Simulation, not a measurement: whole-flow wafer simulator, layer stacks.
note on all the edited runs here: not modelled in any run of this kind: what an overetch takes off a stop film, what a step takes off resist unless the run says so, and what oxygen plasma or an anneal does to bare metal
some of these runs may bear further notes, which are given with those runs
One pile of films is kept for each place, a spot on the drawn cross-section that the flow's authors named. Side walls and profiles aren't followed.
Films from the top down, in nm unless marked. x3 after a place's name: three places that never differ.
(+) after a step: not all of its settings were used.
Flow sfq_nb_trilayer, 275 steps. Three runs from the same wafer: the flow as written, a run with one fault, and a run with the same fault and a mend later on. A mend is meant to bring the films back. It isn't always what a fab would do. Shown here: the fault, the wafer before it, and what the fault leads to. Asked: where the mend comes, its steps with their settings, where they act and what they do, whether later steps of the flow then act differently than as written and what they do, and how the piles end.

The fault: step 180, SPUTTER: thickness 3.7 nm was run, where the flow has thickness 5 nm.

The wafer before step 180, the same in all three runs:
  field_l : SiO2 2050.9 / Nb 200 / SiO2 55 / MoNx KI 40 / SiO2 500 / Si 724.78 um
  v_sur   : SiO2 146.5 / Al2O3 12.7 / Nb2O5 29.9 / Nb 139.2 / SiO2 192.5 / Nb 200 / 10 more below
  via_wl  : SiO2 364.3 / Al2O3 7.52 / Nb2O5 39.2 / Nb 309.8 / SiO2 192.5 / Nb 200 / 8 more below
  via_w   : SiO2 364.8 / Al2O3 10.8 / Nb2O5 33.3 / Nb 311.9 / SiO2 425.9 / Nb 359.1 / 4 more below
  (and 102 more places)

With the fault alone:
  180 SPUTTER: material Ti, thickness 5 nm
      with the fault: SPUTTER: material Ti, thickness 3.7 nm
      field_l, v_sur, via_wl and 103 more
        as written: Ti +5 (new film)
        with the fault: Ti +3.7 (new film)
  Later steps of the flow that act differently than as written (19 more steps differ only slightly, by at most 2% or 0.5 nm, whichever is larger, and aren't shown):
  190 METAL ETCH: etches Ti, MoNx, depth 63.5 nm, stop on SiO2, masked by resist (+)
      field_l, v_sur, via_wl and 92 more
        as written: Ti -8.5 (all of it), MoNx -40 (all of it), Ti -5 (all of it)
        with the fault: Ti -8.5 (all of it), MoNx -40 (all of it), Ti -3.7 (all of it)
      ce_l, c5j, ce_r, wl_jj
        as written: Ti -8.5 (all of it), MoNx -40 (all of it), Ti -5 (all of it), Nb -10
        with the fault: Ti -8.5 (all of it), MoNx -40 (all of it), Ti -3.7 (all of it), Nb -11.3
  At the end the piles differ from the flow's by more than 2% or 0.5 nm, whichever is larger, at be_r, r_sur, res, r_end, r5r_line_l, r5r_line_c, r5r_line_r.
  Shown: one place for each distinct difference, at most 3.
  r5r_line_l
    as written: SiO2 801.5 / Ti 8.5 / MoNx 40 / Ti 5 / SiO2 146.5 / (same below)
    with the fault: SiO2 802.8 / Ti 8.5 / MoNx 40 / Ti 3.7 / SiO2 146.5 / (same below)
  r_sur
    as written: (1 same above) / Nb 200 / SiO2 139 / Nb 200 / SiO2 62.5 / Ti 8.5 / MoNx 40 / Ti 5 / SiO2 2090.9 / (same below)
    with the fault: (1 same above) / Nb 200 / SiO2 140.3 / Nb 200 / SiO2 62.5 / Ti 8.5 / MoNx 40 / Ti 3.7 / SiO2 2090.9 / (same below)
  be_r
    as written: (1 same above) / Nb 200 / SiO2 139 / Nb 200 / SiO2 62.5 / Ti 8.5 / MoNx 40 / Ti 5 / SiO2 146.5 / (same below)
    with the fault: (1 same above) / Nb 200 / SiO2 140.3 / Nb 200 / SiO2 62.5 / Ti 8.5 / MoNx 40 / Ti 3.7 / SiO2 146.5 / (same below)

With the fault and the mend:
  The mend comes after step 180.
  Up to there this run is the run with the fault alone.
  180a SPUTTER: material Ti, thickness 1.3 nm (the flow's step 180 once more, with other settings)
      field_l, v_sur, via_wl and 103 more
        Ti +1.3
  No later step of the flow acts differently than as written at any place that is followed.
  At the end the piles are the same as the flow's at every place that both follow.
